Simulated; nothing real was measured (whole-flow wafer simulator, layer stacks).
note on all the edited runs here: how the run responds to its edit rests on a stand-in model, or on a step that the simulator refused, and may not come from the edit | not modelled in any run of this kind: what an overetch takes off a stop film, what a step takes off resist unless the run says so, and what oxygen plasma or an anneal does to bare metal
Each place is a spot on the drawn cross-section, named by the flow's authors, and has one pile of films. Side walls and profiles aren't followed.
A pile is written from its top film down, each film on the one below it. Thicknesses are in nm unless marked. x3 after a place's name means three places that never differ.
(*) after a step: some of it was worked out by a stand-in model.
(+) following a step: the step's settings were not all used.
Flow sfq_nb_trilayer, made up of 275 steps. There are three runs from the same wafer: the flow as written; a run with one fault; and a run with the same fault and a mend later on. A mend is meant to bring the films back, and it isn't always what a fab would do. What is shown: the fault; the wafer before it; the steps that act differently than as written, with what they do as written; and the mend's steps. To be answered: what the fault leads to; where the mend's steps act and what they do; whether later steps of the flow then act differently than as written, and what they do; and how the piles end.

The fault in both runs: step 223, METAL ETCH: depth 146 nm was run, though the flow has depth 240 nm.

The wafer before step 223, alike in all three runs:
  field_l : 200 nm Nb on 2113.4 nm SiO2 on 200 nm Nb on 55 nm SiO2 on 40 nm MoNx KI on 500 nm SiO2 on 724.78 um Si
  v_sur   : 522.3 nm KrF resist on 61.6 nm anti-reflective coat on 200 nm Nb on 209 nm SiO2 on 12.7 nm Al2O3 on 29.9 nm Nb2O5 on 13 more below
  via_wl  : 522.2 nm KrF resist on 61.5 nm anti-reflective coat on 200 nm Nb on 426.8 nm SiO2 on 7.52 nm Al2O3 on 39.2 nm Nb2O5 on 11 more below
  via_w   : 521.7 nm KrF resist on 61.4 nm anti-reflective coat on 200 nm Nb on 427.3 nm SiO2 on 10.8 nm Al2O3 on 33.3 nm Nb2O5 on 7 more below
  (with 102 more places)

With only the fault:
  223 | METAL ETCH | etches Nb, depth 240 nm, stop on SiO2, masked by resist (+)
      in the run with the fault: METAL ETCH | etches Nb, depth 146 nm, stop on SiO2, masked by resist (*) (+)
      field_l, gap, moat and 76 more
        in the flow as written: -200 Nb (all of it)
        in the run with the fault: -146 Nb
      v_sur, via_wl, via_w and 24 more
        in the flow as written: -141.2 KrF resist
        in the run with the fault: -85.9 KrF resist
  Later steps of the flow acting differently than as written:
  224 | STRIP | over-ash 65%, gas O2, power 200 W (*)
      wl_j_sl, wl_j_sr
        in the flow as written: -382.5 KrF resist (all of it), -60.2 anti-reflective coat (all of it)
        in the run with the fault: -437.8 KrF resist (all of it), -60.2 anti-reflective coat (all of it)
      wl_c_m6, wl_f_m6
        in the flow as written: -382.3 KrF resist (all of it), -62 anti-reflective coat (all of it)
        in the run with the fault: -437.6 KrF resist (all of it), -62 anti-reflective coat (all of it)
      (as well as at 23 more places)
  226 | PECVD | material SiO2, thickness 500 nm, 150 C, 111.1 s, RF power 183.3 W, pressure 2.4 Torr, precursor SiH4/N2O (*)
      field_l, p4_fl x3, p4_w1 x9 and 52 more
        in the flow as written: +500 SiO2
        in the run with the fault: +500 SiO2 (new film)
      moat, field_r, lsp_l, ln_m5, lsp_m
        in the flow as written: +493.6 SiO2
        in the run with the fault: +500 SiO2 (new film)
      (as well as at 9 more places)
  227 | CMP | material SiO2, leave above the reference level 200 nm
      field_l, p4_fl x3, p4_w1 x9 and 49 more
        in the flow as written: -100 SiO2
        in the run with the fault: -154 SiO2
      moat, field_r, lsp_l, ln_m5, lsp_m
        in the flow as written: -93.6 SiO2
        in the run with the fault: -154 SiO2
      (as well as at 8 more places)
  By the end, the piles at field_l, gap, moat and 76 more depart from the flow's by more than 2% or 0.5 nm, whichever is larger.
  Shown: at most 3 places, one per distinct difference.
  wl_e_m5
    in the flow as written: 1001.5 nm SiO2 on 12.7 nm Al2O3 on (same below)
    in the run with the fault: 738.5 nm SiO2 on 54 nm Nb on 209 nm SiO2 on 12.7 nm Al2O3 on (same below)
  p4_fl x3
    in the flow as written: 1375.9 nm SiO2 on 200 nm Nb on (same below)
    in the run with the fault: 738.5 nm SiO2 on 54 nm Nb on 583.4 nm SiO2 on 200 nm Nb on (same below)
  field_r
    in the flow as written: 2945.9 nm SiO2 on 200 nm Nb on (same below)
    in the run with the fault: 738.5 nm SiO2 on 54 nm Nb on 2153.4 nm SiO2 on 200 nm Nb on (same below)

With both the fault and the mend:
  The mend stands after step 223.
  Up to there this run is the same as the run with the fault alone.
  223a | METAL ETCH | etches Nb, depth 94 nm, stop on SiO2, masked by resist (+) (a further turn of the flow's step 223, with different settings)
      field_l, gap, moat and 76 more
        -54 Nb (all of it)
      v_sur, via_wl, via_w and 24 more
        -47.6 KrF resist
  Later steps of the flow acting differently than as written:
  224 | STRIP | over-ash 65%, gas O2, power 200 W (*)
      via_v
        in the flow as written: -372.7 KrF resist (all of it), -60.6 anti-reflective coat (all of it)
        in the run with the mend: -380.4 KrF resist (all of it), -60.6 anti-reflective coat (all of it)
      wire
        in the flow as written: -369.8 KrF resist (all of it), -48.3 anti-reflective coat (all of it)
        in the run with the mend: -377.4 KrF resist (all of it), -48.3 anti-reflective coat (all of it)
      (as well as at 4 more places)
  By the end, the piles equal the flow's at every place that both follow.
